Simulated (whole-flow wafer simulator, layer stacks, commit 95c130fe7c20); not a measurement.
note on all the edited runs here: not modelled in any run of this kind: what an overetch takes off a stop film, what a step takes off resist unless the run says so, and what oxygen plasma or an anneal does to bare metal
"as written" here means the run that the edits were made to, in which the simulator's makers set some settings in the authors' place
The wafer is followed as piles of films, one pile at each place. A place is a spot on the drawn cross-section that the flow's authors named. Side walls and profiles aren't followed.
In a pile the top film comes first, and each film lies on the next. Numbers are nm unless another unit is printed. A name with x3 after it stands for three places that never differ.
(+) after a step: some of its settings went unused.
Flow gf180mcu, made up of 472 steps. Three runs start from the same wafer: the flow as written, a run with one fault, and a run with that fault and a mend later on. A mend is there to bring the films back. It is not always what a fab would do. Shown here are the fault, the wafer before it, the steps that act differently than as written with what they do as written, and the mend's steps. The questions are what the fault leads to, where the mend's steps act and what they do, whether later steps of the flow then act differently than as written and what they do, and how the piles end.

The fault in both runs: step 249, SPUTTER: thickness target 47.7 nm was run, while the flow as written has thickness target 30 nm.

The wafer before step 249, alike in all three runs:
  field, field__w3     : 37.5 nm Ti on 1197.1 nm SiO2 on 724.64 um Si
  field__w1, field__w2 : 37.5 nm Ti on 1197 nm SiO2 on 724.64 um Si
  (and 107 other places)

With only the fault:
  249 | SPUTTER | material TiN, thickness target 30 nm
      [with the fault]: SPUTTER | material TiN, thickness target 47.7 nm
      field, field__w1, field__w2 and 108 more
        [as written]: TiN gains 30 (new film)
        [with the fault]: TiN gains 47.7 (new film)
  Steps later in the flow that act otherwise than as written:
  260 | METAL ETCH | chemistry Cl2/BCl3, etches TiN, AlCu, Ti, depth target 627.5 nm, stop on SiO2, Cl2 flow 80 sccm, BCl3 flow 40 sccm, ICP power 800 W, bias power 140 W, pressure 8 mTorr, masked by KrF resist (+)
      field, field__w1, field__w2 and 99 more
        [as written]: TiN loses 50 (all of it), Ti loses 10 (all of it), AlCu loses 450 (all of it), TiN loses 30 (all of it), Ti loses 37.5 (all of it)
        [with the fault]: TiN loses 50 (all of it), Ti loses 10 (all of it), AlCu loses 450 (all of it), TiN loses 47.7 (all of it), Ti loses 37.5 (all of it)
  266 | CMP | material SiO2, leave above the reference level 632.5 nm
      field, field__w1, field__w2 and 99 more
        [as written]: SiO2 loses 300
        [with the fault]: SiO2 loses 282.3
  By the end, the piles at field__w8, contact, m1 and 6 more depart from the flow's by more than 2% or 0.5 nm, whichever is larger.
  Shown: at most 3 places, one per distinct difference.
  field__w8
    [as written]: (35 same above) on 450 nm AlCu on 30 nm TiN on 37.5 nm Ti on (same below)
    [with the fault]: (35 same above) on 450 nm AlCu on 47.7 nm TiN on 37.5 nm Ti on (same below)
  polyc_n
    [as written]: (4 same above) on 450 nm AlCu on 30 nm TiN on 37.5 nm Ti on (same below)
    [with the fault]: (4 same above) on 450 nm AlCu on 47.7 nm TiN on 37.5 nm Ti on (same below)
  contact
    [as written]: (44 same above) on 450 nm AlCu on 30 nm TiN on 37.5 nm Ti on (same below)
    [with the fault]: (44 same above) on 450 nm AlCu on 47.7 nm TiN on 37.5 nm Ti on (same below)

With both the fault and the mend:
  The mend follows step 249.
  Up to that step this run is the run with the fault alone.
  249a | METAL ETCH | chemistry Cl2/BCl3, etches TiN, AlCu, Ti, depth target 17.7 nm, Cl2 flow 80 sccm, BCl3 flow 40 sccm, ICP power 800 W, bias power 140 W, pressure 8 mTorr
      field, field__w1, field__w2 and 108 more
        TiN loses 17.7
  Later steps of the flow that are run all act as written at every place that is followed.
  The piles end the same as the flow's at every place that both follow.
